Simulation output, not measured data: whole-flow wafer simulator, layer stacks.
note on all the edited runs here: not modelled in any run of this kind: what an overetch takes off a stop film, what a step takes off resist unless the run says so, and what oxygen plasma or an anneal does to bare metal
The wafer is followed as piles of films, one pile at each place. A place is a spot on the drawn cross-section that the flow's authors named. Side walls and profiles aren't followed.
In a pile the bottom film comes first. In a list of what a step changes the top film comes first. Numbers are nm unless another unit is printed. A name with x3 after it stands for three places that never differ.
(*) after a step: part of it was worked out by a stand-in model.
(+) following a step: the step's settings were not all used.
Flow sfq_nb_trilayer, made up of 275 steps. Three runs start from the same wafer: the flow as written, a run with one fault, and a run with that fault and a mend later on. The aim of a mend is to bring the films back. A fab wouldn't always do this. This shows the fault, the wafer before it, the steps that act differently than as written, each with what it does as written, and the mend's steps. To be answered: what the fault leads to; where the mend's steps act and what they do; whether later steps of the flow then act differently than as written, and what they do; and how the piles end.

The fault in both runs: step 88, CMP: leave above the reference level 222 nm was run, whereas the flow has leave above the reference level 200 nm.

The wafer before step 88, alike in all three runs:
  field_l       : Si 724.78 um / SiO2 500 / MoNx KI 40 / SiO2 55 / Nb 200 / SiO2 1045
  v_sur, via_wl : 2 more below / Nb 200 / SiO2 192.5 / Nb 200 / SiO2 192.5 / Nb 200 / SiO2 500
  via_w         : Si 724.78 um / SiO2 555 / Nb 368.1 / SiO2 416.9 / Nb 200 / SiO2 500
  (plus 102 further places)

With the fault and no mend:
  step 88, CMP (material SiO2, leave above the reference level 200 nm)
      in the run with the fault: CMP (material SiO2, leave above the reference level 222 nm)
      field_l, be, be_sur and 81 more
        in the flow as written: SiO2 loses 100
        in the run with the fault: SiO2 loses 78
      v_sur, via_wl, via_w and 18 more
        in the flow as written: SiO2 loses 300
        in the run with the fault: SiO2 loses 278
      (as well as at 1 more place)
  Steps further on in the flow that do not act as written (3 other steps are not shown; they differ only slightly, by no more than 2% or 0.5 nm, whichever is larger):
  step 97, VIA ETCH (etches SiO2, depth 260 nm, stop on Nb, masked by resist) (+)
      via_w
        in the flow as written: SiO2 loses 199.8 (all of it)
        in the run with the fault: SiO2 loses 221.8 (all of it)
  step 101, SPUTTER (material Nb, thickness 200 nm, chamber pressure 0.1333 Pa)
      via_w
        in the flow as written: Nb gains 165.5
        in the run with the fault: Nb gains 160.8
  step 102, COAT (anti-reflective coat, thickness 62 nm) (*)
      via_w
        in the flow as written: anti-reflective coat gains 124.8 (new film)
        in the run with the fault: anti-reflective coat gains 129.6 (new film)
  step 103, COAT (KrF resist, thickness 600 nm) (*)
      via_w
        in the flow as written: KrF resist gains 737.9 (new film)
        in the run with the fault: KrF resist gains 756.2 (new film)
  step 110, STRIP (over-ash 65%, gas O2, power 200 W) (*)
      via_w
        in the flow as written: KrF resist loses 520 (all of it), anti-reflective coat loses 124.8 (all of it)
        in the run with the fault: KrF resist loses 538.1 (all of it), anti-reflective coat loses 129.6 (all of it)
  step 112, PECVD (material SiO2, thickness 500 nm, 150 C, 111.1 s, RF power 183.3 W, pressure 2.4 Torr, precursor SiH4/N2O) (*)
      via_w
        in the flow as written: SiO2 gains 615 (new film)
        in the run with the fault: SiO2 gains 641.8 (new film)
  At v_sur, via_wl, via_w and 29 more, the piles at the end differ from the flow's by more than 2% or 0.5 nm, whichever is larger.
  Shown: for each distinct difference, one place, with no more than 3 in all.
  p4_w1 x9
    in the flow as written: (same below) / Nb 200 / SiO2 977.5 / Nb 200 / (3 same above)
    in the run with the fault: (same below) / Nb 200 / SiO2 999.5 / Nb 200 / (3 same above)
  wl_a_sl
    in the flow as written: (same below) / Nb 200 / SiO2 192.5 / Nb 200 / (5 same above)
    in the run with the fault: (same below) / Nb 200 / SiO2 214.5 / Nb 200 / (5 same above)
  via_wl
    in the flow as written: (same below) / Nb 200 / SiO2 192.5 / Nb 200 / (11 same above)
    in the run with the fault: (same below) / Nb 200 / SiO2 214.5 / Nb 200 / (11 same above)

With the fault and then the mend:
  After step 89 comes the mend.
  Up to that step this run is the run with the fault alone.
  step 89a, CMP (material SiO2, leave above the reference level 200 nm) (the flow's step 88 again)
      field_l, v_sur, via_wl and 103 more
        SiO2 loses 22
  Every later step of the flow that is run acts as written at every place that is followed.
  By the end, the piles equal the flow's at every place that both follow.
